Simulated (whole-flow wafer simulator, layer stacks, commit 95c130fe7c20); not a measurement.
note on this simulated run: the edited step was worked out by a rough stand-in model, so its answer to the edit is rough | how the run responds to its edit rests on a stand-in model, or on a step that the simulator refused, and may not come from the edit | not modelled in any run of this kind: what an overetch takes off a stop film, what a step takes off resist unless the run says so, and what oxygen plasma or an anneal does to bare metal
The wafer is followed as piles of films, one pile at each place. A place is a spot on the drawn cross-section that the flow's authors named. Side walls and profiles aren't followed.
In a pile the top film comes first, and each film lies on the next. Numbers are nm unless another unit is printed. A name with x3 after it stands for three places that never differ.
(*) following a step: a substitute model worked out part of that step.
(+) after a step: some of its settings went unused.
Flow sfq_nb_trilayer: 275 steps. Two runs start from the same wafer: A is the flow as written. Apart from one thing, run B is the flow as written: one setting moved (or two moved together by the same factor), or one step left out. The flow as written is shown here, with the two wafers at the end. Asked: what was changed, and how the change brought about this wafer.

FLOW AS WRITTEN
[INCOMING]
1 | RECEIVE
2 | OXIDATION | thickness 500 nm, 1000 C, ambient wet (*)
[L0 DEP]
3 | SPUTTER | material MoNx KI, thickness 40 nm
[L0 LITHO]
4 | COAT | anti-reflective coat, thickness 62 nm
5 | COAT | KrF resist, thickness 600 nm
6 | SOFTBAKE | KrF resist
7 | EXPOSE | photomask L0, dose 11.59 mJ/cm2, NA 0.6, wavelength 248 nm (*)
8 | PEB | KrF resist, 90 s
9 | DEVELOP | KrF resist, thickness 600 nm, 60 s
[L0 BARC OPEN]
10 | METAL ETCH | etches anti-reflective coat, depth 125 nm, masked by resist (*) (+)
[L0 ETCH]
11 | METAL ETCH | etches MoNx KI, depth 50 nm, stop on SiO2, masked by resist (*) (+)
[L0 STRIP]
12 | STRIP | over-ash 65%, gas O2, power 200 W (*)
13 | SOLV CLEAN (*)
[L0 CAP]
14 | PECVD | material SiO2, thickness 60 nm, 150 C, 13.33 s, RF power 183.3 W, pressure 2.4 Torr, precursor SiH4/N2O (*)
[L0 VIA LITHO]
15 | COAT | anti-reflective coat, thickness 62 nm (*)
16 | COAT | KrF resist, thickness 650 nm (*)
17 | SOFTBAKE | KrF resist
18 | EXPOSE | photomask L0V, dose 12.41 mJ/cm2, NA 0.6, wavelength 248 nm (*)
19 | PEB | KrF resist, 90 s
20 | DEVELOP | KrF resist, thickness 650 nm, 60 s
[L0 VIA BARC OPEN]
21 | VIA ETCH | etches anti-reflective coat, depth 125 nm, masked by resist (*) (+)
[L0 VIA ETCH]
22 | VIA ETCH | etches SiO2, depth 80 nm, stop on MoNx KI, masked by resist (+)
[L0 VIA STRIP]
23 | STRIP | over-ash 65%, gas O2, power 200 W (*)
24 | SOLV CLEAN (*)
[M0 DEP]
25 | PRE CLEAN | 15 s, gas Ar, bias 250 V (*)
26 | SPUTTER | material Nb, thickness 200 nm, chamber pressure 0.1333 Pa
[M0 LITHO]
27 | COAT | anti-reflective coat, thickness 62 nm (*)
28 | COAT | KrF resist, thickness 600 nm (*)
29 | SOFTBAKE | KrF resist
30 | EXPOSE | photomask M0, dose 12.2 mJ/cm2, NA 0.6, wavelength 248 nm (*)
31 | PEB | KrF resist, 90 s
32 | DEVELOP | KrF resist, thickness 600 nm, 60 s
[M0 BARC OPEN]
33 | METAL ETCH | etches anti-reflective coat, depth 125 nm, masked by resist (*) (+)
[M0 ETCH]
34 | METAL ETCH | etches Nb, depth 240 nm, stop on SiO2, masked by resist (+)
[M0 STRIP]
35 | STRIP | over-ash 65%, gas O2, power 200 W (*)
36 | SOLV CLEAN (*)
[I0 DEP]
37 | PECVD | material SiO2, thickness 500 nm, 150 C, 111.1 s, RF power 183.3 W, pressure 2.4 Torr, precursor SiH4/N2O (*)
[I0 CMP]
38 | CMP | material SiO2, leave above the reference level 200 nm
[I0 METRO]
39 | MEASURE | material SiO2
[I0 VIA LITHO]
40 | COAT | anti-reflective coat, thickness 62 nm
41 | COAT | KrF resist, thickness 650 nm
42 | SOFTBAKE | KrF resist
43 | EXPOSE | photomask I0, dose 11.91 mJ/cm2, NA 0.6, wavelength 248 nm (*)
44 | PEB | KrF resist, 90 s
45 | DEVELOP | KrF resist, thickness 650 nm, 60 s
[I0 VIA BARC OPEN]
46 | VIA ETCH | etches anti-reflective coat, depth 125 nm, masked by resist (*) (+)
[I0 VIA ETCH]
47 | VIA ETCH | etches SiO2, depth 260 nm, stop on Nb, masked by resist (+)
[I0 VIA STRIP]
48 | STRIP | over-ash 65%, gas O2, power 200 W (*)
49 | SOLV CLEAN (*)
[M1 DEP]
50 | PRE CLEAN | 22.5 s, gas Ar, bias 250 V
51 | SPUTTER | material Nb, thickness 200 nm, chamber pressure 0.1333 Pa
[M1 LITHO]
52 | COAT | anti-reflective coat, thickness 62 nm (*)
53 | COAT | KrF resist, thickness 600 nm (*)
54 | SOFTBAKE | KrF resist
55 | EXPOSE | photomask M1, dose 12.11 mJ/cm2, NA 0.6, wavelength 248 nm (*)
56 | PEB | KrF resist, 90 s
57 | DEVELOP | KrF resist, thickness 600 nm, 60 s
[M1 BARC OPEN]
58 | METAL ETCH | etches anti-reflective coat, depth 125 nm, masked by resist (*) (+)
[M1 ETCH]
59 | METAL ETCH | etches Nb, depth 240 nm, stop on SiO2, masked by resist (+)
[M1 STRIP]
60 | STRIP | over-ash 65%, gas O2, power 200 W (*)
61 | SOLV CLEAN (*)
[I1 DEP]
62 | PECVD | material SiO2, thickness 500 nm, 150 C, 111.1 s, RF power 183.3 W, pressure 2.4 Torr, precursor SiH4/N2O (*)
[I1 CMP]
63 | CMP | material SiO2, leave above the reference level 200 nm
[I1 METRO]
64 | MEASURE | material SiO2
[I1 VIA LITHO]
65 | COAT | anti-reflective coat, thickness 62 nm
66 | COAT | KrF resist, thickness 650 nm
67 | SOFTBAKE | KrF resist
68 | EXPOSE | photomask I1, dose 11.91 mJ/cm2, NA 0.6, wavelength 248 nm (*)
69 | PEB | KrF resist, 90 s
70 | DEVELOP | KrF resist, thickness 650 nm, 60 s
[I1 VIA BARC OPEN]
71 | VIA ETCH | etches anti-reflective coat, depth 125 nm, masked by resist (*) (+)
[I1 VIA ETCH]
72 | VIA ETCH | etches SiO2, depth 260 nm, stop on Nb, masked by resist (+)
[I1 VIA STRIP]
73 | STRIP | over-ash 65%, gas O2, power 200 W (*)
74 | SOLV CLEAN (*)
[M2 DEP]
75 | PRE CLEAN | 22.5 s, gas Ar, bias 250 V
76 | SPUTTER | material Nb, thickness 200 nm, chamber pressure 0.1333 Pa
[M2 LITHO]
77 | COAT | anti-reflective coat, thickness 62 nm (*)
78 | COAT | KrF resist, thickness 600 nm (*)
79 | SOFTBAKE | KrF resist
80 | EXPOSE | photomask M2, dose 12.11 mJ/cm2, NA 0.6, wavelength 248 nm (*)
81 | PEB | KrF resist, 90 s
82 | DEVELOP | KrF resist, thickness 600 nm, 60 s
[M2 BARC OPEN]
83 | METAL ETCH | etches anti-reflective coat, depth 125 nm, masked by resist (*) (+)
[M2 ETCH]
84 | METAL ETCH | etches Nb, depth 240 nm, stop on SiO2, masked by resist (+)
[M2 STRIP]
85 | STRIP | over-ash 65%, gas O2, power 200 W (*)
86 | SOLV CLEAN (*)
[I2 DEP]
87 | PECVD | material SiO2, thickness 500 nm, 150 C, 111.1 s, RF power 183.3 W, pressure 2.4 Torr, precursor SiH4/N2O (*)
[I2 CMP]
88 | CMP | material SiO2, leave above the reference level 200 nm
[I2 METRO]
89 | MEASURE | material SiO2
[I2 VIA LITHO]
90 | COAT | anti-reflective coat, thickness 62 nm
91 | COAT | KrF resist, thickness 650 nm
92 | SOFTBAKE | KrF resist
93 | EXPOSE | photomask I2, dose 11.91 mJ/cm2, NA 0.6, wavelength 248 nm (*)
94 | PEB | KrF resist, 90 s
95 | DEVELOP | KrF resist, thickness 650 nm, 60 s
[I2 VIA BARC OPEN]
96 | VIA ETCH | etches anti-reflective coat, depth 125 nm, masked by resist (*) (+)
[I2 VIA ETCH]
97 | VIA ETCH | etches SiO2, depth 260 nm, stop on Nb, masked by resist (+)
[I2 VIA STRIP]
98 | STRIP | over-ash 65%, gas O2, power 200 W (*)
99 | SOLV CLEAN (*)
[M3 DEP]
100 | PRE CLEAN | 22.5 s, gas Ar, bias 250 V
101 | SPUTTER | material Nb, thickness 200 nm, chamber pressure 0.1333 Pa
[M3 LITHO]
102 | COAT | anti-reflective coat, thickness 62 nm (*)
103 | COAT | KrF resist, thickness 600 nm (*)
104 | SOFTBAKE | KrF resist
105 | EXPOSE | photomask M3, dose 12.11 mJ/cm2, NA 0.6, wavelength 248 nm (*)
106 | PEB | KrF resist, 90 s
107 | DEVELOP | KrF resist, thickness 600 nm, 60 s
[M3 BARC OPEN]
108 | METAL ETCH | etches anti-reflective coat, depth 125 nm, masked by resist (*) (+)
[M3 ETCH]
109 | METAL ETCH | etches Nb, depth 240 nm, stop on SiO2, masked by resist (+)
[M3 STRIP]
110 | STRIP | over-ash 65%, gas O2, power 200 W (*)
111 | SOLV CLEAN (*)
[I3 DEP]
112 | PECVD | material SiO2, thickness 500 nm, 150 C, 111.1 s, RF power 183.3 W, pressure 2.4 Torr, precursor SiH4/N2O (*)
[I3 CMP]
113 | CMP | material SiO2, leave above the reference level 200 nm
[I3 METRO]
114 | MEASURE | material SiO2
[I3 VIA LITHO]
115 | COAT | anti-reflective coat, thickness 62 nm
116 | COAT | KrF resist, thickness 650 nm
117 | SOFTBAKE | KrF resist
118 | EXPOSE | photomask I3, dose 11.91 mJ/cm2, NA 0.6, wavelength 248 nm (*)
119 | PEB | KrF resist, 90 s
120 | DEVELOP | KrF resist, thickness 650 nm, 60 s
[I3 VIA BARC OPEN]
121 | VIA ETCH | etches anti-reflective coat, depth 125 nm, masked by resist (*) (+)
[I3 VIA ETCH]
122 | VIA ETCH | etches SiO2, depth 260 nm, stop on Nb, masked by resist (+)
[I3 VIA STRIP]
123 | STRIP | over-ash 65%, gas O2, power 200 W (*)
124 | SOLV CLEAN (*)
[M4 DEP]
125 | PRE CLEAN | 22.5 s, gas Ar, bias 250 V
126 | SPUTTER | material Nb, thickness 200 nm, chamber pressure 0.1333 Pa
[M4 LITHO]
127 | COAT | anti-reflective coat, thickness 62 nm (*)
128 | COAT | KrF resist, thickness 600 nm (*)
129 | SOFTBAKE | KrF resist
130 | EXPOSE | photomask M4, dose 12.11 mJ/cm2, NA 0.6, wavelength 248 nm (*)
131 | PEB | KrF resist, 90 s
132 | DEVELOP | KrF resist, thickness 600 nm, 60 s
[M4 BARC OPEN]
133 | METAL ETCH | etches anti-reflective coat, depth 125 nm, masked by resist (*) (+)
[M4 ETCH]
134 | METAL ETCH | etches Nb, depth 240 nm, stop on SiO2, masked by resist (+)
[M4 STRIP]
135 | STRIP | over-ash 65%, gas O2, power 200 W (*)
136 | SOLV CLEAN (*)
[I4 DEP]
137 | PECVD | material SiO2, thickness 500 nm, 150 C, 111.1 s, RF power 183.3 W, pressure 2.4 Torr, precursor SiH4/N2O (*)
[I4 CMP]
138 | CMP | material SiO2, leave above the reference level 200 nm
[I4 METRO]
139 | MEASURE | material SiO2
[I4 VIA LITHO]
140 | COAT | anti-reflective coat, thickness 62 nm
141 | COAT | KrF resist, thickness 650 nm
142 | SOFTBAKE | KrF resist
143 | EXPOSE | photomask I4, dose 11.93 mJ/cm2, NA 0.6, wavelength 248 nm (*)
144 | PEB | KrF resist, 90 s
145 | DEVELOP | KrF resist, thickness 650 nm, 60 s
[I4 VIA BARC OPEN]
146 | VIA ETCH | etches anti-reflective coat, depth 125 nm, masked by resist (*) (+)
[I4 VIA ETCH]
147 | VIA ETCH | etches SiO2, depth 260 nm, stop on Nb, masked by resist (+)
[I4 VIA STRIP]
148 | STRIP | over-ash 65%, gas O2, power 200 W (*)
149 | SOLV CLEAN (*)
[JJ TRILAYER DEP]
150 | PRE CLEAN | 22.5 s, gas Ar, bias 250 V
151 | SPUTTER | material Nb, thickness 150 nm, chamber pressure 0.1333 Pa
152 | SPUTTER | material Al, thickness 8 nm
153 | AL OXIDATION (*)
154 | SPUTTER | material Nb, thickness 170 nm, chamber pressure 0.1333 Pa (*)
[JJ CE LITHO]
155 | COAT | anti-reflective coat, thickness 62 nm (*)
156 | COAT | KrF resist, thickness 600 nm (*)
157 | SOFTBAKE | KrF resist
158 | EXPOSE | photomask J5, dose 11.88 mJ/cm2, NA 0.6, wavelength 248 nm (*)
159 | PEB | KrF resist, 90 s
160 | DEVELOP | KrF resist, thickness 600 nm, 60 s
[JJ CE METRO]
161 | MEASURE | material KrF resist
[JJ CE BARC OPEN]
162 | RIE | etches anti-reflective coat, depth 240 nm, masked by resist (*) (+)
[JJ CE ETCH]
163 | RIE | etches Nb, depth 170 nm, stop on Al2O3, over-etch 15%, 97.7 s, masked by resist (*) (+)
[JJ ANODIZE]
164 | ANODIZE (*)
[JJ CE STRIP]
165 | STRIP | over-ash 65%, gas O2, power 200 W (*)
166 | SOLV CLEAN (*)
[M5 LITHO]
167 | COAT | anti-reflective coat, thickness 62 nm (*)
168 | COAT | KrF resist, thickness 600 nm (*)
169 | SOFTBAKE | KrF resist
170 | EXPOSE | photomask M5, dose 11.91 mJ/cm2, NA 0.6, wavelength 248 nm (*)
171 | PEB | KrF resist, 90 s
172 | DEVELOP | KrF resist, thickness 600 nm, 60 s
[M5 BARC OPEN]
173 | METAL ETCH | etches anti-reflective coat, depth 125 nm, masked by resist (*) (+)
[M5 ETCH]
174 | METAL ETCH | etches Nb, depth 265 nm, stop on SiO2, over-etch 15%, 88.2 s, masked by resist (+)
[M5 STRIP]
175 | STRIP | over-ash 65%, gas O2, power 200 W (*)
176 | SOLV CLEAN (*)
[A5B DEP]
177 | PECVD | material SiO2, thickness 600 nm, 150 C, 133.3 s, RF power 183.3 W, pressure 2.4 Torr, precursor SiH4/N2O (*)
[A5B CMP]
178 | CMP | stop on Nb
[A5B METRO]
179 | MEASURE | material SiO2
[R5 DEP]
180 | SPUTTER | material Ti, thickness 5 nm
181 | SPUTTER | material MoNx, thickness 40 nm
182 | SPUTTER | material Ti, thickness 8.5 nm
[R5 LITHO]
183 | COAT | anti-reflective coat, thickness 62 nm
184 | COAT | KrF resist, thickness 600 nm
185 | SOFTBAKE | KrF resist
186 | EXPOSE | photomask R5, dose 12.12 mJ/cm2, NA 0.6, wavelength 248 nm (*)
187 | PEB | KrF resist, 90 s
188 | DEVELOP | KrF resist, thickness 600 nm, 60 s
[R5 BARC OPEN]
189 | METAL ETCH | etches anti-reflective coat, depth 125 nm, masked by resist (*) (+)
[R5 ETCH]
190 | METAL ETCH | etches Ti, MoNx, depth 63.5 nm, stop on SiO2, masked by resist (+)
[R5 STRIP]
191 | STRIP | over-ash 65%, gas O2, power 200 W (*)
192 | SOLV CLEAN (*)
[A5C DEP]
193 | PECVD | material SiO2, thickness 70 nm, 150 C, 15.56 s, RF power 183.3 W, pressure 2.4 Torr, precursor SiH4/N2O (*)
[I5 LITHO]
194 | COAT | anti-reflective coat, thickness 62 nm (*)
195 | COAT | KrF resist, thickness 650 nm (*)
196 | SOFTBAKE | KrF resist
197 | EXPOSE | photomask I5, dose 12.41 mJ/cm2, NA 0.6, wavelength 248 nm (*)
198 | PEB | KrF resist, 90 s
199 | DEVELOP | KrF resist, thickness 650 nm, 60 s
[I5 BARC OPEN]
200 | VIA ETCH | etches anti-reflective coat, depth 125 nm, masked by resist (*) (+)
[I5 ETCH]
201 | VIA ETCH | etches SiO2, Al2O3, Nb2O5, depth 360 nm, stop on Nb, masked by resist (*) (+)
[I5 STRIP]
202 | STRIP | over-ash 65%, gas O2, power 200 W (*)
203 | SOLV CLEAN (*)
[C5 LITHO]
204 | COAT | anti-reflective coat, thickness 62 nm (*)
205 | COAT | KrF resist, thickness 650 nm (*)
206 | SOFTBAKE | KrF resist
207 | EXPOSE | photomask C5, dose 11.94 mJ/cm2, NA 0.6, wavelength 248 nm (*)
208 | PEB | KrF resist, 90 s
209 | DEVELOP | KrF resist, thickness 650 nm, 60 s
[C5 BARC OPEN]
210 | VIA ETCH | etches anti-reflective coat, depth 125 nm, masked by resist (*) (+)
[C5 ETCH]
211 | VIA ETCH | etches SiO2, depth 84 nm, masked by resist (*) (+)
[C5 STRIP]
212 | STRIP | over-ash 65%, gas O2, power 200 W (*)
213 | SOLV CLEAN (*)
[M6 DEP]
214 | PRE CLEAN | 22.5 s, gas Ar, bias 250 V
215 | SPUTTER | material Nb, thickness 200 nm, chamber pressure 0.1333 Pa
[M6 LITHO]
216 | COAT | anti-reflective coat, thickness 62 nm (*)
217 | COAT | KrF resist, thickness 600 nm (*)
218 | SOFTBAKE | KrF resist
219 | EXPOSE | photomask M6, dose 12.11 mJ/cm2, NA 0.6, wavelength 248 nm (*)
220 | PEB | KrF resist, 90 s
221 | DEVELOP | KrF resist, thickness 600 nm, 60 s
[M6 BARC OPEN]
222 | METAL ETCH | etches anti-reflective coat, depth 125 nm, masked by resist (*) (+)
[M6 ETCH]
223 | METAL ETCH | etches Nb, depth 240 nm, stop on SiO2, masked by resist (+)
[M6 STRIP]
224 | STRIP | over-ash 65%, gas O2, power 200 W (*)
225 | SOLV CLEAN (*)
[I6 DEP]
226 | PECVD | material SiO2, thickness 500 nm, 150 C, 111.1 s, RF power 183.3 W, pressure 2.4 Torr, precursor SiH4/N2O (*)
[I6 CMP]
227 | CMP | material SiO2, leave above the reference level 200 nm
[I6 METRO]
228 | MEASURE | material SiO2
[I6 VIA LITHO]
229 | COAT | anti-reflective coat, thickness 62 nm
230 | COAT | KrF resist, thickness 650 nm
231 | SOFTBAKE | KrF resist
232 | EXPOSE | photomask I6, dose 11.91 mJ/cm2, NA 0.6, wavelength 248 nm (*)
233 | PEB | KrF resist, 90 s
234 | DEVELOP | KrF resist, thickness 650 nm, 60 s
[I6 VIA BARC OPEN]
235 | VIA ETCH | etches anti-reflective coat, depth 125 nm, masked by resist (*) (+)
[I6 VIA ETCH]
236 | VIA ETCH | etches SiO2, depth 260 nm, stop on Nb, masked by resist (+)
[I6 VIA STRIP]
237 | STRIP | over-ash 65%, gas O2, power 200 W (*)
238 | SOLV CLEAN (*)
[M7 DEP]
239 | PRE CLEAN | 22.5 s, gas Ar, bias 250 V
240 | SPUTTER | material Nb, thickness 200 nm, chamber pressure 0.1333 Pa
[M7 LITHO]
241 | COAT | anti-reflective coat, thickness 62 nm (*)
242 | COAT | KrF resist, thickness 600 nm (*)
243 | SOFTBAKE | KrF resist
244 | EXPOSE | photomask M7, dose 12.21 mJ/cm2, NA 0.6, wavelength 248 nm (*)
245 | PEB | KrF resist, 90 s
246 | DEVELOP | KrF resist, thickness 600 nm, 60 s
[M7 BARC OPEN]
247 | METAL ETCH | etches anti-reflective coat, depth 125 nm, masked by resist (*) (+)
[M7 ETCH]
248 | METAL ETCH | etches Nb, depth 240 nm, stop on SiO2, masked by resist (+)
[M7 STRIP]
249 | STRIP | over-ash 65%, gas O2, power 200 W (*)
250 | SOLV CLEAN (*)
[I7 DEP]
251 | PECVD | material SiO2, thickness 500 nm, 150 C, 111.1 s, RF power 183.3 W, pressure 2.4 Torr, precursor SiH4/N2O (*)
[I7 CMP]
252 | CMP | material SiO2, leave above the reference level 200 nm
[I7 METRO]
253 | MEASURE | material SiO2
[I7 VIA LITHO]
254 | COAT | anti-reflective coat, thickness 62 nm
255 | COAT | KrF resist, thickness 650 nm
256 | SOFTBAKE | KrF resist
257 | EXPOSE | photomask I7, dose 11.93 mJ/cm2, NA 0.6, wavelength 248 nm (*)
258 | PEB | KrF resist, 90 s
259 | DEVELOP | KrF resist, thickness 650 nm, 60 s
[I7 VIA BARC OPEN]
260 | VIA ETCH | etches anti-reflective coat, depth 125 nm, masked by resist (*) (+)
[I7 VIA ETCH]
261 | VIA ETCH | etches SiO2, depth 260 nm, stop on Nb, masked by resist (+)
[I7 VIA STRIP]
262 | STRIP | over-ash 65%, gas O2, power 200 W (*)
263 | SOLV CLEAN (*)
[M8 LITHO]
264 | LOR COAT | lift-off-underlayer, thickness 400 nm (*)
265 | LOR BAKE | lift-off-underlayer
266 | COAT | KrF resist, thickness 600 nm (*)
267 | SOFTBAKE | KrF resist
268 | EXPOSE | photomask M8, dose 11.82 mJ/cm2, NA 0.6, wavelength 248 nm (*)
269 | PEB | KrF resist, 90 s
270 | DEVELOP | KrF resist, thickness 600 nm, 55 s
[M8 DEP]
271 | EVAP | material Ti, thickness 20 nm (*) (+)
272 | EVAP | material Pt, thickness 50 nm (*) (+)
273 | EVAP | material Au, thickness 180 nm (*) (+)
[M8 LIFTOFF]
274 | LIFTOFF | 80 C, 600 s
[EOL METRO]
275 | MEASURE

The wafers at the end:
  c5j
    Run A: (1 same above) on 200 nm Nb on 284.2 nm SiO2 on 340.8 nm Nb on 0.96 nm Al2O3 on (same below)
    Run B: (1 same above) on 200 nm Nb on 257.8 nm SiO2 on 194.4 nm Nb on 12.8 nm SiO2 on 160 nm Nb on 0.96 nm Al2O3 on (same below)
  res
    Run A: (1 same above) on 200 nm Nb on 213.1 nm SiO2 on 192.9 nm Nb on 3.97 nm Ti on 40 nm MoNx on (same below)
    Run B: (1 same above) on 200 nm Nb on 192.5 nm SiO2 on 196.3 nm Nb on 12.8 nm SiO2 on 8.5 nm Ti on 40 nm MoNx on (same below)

The reason: step 211, VIA ETCH: depth 49.6 nm was run, though the flow has depth 84 nm.

Step by step, how the change led to this:
  211 | VIA ETCH | etches SiO2, depth 84 nm, masked by resist (*) (+)
      c5j: A -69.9 SiO2 (all of it), -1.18 Nb | B -49.6 SiO2
      res: A -69.9 SiO2 (all of it) | B -49.6 SiO2
      (also at 104 further places)
  214 | PRE CLEAN | 22.5 s, gas Ar, bias 250 V
      c5j: A -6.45 Nb | B -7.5 SiO2
      res: A -4.53 Ti | B -7.5 SiO2
  215 | SPUTTER | material Nb, thickness 200 nm, chamber pressure 0.1333 Pa
      c5j: A +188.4 Nb | B +194.4 Nb (new film)
  216 | COAT | anti-reflective coat, thickness 62 nm (*)
      ce_l: A +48 anti-reflective coat (new film) | B +53.3 anti-reflective coat (new film)
      c5j: A +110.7 anti-reflective coat (new film) | B +96.3 anti-reflective coat (new film)
      (also at 4 further places)
  224 | STRIP | over-ash 65%, gas O2, power 200 W (*)
      ce_l: A -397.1 KrF resist (all of it), -48 anti-reflective coat (all of it) | B -393.9 KrF resist (all of it), -53.3 anti-reflective coat (all of it)
      c5j: A -418.3 KrF resist (all of it), -110.7 anti-reflective coat (all of it) | B -408.8 KrF resist (all of it), -96.3 anti-reflective coat (all of it)
      (also at 4 further places)
  226 | PECVD | material SiO2, thickness 500 nm, 150 C, 111.1 s, RF power 183.3 W, pressure 2.4 Torr, precursor SiH4/N2O (*)
      c5j: A +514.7 SiO2 (new film) | B +500 SiO2 (new film)
  227 | CMP | material SiO2, leave above the reference level 200 nm
      c5j: A -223 SiO2 | B -234.7 SiO2
      res: A -279.4 SiO2 | B -300 SiO2
Taking metal films that touch as one body, c5j has 5 bodies (between them, from the top down: SiO2 257.8; SiO2 12.8; Al2O3 0.96; SiO2 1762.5); the flow as written gives 4 bodies (between them, from the top down: SiO2 284.2; Al2O3 0.96; SiO2 1762.5).
Taking metal films that touch as one body, res has 4 bodies (between them, from the top down: SiO2 192.5; SiO2 12.8; SiO2 2090.9); the flow as written gives 3 bodies (between them, from the top down: SiO2 213.1; SiO2 2090.9).
